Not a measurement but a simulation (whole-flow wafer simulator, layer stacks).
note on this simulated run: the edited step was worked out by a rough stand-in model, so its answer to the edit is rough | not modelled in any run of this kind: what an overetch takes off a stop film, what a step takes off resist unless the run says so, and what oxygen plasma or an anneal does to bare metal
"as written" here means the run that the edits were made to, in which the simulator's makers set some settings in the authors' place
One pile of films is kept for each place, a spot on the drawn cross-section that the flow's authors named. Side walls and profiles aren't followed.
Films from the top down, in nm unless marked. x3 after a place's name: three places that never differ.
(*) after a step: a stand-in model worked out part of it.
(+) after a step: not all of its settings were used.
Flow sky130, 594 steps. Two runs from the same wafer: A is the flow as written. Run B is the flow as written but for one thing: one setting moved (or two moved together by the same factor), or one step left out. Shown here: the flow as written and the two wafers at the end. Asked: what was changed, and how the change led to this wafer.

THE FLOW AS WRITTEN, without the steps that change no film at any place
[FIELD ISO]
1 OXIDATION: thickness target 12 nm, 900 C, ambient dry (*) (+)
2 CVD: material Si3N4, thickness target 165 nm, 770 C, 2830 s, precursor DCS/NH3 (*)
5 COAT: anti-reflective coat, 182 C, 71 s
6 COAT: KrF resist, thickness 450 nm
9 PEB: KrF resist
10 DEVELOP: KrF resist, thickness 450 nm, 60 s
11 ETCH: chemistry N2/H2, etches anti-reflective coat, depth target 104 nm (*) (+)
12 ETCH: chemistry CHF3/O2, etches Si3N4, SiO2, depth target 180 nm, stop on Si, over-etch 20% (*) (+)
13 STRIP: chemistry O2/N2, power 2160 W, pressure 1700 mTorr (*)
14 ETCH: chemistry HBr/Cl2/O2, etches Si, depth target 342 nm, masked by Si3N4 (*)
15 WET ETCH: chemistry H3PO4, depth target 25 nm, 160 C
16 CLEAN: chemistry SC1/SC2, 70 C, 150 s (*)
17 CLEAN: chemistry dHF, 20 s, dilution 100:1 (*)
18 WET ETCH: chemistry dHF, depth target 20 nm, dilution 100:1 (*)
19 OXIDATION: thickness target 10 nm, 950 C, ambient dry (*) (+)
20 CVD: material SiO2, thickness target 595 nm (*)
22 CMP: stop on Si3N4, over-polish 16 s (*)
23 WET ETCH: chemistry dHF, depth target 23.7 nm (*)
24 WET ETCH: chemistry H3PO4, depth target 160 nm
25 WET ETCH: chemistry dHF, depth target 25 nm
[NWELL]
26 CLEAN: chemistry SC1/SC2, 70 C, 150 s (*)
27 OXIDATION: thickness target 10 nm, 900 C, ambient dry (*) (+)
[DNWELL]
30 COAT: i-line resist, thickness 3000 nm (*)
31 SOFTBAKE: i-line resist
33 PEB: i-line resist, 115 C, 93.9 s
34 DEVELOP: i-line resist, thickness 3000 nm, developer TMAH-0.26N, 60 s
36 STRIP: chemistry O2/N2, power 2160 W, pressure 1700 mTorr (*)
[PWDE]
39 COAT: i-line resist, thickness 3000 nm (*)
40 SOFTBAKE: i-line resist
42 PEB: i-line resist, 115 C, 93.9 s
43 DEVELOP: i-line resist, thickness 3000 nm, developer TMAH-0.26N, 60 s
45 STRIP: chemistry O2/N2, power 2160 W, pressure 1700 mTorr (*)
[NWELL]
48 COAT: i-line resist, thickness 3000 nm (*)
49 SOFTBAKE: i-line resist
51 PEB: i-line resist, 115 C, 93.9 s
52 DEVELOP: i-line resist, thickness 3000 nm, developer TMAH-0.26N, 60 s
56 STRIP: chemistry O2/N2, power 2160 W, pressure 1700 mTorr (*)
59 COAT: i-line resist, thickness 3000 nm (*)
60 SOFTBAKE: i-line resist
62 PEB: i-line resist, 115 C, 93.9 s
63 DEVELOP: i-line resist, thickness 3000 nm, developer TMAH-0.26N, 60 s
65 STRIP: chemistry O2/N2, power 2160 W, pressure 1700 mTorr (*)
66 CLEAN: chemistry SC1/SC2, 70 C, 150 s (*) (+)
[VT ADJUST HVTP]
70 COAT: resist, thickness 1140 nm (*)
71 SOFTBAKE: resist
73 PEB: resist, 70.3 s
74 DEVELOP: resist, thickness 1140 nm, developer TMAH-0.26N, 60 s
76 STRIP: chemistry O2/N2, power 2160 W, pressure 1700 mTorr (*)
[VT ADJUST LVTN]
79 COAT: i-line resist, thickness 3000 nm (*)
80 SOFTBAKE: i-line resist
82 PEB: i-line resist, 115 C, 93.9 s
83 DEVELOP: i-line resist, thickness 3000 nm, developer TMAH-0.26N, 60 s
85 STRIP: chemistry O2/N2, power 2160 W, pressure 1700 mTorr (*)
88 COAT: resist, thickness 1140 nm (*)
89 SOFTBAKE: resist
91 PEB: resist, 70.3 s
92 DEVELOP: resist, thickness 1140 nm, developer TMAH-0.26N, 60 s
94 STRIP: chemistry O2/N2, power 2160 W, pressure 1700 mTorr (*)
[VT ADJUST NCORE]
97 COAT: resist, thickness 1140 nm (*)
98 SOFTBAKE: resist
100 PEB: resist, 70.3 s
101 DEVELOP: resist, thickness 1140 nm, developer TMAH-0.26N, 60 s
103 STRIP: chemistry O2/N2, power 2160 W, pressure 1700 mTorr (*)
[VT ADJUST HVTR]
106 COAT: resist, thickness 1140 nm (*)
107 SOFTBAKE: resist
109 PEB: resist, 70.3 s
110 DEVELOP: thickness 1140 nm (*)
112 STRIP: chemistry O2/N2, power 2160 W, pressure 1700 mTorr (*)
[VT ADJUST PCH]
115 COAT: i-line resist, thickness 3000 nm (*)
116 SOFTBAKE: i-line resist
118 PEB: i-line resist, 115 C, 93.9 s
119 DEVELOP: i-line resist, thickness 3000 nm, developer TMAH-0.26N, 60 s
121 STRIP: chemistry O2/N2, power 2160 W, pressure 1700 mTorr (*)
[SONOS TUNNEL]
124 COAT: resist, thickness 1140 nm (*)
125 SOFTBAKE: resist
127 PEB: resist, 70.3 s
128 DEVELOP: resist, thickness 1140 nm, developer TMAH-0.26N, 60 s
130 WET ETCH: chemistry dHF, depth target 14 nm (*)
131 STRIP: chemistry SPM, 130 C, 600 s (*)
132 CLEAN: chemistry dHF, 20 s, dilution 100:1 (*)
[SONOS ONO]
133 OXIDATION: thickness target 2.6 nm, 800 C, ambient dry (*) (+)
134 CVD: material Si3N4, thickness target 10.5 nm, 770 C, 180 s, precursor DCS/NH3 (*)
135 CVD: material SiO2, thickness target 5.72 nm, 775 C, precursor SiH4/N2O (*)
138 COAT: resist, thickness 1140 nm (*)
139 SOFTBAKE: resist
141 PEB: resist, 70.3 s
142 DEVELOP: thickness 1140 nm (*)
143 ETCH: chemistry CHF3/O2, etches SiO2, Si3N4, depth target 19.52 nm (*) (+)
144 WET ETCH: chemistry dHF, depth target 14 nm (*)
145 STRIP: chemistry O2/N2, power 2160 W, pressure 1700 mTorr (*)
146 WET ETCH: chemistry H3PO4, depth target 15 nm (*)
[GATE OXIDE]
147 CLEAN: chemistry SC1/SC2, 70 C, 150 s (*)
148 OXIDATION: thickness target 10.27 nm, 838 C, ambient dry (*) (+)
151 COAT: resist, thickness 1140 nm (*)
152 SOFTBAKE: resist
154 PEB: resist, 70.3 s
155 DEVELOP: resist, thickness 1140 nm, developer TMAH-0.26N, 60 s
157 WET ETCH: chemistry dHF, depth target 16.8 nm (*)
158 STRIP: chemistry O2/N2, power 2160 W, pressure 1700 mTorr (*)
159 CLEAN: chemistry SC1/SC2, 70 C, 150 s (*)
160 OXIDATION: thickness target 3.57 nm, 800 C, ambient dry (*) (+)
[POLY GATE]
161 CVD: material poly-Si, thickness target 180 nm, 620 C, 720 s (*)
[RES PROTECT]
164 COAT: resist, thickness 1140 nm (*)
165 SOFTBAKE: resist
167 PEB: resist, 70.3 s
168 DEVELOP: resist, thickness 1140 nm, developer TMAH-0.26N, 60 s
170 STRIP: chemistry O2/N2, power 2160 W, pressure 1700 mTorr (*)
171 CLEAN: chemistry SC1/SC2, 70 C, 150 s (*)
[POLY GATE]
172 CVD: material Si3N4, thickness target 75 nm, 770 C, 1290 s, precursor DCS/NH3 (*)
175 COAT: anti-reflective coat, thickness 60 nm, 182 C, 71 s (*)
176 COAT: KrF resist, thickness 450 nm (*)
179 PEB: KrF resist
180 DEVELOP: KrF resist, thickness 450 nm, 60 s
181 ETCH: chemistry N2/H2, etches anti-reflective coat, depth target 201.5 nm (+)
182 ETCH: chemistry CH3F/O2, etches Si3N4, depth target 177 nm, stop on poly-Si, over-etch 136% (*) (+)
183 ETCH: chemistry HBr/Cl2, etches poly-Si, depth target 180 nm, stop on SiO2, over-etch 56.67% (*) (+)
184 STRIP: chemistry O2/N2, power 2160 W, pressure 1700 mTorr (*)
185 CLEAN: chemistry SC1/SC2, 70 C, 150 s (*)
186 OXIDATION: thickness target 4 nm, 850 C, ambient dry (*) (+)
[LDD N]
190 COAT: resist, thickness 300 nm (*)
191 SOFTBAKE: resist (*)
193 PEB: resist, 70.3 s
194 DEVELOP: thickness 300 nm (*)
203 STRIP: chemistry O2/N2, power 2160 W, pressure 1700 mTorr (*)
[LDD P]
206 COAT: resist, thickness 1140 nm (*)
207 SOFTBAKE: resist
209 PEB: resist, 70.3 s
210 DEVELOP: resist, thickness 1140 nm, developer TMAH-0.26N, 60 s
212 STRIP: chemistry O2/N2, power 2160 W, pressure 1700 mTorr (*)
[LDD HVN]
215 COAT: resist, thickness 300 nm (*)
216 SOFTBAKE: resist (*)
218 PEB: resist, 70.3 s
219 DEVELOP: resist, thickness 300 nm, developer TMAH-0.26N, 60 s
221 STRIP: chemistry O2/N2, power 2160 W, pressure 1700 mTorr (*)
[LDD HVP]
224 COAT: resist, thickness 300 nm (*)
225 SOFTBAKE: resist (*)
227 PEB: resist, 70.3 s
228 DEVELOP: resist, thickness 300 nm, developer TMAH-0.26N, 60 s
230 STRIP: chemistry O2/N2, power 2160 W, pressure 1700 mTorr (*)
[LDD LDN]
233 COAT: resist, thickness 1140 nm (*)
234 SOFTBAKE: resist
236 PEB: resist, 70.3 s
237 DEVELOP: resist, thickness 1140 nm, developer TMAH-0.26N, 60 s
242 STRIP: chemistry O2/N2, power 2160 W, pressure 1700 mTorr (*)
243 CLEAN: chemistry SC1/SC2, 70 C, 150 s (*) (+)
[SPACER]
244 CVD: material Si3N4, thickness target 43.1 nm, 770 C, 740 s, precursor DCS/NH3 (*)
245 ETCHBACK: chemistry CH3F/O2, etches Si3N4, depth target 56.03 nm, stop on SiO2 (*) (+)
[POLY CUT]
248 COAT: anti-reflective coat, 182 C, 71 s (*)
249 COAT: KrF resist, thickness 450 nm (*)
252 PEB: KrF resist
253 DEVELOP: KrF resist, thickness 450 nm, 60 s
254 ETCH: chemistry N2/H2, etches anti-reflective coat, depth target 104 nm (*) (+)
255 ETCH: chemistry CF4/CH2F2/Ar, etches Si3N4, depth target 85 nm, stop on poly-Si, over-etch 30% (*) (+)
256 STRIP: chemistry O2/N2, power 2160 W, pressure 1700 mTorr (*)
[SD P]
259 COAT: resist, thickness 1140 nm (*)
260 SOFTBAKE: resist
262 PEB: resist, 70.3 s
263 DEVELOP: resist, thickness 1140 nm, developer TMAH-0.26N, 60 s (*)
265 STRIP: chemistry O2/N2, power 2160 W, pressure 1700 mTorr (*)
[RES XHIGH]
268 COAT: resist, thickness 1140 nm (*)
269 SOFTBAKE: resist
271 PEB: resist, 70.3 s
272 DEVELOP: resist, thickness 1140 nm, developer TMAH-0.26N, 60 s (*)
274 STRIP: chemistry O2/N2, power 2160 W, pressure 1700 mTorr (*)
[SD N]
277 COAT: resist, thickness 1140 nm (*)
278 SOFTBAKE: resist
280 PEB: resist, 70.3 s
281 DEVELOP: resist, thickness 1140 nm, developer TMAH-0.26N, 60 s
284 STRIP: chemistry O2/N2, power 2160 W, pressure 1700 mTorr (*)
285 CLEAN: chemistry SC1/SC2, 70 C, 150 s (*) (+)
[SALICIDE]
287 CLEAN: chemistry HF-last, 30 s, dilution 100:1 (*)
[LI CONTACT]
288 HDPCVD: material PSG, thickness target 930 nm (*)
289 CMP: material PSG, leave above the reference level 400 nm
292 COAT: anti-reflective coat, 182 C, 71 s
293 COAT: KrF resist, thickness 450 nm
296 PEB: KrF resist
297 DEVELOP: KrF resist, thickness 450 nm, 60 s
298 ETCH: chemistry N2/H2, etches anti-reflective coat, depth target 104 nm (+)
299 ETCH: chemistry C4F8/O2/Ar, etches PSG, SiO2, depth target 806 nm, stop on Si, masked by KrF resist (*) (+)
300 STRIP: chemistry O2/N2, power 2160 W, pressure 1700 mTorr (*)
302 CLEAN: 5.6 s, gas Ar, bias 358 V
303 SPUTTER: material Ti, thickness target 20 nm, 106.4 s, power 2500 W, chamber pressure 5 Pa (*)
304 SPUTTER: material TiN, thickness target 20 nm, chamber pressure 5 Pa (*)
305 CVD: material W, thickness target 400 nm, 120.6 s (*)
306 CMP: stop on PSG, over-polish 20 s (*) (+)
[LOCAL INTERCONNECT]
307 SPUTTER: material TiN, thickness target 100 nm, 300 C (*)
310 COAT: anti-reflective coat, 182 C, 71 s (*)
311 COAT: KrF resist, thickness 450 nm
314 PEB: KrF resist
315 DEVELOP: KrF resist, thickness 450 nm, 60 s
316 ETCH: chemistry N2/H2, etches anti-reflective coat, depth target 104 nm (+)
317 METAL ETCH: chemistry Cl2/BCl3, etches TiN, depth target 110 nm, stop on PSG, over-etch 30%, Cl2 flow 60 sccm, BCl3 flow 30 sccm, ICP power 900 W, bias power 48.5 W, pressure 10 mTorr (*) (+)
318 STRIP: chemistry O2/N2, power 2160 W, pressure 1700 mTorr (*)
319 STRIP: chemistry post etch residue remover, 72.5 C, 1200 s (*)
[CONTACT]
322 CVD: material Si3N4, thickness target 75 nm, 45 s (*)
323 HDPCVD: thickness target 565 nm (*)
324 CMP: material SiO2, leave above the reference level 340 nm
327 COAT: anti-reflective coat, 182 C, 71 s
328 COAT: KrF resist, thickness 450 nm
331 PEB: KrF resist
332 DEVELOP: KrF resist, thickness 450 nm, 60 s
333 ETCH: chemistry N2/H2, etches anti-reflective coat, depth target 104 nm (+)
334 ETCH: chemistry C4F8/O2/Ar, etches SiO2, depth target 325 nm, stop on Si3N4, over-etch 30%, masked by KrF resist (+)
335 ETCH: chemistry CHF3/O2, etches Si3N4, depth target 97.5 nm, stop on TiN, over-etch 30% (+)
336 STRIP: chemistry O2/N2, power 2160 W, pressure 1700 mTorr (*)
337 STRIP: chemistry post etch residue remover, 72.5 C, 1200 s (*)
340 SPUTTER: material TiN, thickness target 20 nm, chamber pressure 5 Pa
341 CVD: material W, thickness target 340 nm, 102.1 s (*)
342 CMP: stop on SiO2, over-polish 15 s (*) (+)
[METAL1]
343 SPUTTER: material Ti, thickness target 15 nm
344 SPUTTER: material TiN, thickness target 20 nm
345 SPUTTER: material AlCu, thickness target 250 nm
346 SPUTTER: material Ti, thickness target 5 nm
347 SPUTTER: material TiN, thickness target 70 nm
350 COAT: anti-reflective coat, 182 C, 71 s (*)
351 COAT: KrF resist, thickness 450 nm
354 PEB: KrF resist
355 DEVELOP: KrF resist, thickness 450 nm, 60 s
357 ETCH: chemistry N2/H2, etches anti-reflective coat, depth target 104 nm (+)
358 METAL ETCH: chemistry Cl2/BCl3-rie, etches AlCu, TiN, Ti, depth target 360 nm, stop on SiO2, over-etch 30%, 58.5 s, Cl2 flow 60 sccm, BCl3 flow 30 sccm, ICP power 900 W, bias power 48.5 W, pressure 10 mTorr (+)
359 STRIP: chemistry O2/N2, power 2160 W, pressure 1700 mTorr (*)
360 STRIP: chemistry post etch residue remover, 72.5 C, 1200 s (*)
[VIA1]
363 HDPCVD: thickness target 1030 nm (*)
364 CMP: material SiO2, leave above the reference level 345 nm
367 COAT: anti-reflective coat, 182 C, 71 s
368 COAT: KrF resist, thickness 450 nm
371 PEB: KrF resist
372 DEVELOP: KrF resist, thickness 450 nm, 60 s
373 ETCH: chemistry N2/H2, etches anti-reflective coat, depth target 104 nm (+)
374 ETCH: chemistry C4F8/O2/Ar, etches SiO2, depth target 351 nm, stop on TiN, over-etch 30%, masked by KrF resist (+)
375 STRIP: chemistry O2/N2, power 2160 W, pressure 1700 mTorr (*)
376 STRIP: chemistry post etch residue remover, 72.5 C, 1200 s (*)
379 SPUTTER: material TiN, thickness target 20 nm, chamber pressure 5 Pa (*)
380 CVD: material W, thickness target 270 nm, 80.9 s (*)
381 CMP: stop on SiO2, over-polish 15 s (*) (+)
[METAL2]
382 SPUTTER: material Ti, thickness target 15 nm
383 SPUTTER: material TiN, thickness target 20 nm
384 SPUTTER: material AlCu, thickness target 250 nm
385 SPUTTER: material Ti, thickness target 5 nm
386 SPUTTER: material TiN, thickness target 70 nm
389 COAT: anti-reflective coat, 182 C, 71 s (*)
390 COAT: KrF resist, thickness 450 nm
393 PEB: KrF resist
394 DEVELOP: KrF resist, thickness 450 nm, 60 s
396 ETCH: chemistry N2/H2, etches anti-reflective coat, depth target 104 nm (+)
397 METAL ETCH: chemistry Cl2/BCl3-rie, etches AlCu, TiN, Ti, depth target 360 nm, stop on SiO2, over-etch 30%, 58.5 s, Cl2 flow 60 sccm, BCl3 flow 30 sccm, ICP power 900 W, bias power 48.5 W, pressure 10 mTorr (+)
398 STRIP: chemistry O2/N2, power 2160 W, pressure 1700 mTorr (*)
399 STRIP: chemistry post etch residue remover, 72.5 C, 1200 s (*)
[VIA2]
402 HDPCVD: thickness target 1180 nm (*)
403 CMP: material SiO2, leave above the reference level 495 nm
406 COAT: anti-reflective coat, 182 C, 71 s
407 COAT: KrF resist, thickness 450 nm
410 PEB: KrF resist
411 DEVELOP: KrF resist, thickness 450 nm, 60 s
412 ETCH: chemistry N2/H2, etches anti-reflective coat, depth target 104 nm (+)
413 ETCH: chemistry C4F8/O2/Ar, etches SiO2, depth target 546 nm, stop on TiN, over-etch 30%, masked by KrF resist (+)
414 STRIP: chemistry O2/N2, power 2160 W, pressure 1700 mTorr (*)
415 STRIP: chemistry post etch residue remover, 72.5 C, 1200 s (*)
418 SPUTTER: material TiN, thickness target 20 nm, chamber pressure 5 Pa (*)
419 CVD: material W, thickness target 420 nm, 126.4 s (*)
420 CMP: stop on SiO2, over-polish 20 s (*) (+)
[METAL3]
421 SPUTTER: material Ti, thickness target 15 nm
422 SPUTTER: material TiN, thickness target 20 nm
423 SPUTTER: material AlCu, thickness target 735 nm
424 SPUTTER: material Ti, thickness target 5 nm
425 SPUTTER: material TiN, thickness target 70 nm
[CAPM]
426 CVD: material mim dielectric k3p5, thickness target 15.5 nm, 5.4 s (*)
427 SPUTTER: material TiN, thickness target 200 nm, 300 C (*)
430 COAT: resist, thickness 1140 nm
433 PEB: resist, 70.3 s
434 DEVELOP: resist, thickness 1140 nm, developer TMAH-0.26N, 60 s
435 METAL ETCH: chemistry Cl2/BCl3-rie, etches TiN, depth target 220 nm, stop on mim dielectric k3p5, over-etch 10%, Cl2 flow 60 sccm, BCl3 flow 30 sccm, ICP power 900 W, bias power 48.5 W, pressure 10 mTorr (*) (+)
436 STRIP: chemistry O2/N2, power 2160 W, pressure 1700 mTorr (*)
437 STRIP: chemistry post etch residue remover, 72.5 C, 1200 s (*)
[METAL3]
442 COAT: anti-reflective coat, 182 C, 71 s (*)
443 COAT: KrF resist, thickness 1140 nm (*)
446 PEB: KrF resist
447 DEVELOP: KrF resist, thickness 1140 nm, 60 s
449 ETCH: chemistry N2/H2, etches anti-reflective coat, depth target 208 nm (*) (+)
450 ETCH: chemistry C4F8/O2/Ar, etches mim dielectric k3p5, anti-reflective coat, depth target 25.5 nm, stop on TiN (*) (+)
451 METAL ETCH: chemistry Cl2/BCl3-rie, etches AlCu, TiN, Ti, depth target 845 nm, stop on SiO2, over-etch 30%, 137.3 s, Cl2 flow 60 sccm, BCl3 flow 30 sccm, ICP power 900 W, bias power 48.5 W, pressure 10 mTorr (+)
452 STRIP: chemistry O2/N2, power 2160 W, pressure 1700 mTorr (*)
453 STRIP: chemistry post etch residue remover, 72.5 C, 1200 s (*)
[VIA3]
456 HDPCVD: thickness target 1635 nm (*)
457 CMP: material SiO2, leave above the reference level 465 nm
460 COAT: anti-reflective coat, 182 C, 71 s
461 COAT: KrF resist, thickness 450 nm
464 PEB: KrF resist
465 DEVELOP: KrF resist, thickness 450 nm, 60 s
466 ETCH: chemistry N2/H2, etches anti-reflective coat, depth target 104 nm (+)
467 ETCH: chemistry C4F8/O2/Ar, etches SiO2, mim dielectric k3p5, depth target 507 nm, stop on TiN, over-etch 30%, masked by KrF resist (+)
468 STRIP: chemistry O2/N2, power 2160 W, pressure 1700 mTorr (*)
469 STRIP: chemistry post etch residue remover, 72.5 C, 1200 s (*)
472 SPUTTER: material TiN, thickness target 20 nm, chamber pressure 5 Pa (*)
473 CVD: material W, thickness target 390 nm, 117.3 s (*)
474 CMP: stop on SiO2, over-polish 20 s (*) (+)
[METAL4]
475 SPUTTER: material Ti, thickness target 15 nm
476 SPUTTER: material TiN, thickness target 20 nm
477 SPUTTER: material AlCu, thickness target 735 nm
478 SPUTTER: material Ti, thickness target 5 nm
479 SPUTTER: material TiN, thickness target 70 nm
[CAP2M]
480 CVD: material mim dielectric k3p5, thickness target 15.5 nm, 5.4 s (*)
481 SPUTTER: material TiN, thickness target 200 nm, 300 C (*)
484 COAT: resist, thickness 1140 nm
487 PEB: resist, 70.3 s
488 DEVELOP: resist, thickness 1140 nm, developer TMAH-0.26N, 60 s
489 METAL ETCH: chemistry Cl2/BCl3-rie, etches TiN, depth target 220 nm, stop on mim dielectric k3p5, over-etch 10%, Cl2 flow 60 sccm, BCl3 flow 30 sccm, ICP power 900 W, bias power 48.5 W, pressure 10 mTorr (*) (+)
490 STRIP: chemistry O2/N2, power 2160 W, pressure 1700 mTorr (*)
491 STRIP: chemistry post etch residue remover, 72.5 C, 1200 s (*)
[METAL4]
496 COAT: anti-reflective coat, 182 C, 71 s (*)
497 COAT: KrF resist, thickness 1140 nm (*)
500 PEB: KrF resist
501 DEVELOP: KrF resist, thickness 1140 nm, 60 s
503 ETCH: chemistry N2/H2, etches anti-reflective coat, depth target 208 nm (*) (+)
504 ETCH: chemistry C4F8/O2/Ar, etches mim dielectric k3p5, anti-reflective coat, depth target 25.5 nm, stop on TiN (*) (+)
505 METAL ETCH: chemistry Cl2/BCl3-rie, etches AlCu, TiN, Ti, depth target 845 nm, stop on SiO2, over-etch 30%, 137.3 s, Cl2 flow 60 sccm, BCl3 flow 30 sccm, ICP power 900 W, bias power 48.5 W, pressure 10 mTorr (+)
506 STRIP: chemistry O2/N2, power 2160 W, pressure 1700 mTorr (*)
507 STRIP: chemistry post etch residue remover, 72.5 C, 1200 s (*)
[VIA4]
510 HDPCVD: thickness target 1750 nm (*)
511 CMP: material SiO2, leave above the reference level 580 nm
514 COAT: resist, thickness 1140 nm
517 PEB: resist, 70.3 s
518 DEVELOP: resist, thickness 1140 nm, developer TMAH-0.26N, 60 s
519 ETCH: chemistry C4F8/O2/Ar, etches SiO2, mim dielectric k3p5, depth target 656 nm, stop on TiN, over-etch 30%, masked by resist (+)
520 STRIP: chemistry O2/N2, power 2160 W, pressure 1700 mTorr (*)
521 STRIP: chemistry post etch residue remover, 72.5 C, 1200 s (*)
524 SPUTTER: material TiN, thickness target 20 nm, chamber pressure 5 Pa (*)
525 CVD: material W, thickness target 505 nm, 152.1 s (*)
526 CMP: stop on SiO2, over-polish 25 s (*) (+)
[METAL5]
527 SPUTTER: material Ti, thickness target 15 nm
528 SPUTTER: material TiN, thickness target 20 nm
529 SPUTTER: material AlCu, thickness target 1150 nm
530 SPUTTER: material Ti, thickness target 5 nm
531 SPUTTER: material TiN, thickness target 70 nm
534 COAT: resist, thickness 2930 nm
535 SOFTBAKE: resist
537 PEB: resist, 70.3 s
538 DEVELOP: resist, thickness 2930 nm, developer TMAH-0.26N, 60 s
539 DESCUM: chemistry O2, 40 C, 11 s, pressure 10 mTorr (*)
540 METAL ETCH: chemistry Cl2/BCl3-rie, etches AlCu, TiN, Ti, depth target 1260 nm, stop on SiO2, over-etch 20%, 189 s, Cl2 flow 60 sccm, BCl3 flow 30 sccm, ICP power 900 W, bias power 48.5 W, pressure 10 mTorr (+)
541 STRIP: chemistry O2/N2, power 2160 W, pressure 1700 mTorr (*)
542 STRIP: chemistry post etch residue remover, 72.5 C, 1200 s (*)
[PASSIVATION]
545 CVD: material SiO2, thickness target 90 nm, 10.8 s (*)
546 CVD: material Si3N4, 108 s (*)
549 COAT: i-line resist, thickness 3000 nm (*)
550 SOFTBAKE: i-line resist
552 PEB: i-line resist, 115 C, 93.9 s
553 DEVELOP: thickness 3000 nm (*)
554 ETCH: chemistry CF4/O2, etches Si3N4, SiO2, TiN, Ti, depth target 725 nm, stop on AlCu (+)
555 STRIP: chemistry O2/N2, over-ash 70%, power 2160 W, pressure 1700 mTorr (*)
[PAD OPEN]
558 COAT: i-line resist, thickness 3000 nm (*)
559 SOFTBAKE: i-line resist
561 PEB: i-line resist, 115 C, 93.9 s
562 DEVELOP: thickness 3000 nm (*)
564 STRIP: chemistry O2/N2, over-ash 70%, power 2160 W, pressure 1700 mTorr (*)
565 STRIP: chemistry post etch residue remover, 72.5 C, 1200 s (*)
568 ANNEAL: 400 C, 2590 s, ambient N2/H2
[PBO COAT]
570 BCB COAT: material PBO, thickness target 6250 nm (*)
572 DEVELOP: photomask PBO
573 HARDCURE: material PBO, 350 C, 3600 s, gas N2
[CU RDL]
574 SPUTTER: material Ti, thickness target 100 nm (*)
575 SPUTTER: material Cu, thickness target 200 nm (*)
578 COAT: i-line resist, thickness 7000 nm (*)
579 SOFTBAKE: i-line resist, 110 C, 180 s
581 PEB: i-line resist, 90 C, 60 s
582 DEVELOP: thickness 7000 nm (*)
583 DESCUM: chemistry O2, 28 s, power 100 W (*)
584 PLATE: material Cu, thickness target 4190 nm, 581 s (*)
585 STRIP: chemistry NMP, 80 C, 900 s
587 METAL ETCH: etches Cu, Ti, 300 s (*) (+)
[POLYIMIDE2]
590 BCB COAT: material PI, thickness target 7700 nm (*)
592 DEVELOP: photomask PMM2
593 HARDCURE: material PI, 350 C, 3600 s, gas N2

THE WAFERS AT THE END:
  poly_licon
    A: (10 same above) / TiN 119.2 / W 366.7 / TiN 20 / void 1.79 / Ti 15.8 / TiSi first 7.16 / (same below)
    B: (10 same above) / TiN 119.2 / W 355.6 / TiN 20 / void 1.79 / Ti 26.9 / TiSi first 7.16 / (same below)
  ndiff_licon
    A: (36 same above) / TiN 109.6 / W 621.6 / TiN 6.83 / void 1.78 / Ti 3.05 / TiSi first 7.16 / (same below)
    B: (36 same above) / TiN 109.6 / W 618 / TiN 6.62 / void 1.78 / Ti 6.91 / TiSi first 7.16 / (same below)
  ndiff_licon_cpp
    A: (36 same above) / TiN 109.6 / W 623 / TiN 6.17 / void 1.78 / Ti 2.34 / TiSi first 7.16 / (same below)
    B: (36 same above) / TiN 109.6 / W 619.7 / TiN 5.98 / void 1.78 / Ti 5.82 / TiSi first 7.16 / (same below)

The cause: step 303, SPUTTER: 164.9 s was run, where the flow has 106.4 s.

How the change led to this, step by step:
  303 SPUTTER: material Ti, thickness target 20 nm, 106.4 s, power 2500 W, chamber pressure 5 Pa (*)
      field, active, n_well and 185 more: A Ti +20 (new film) | B Ti +31.1 (new film)
      ndiff_licon: A Ti +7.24 (new film) | B Ti +11.1 (new film)
      (and at 2 more places)
  306 CMP: stop on PSG, over-polish 20 s (*) (+)
      field, active, n_well and 184 more: A W -400 (all of it), TiN -20 (all of it), Ti -20 (all of it), PSG -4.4 | B W -400 (all of it), TiN -20 (all of it), Ti -31.1 (all of it), PSG -4.4
      ndiff_licon, ndiff_licon_cpp, rpo_hd_licon: A W -444.9 | B W -456
      (and at 1 more place)
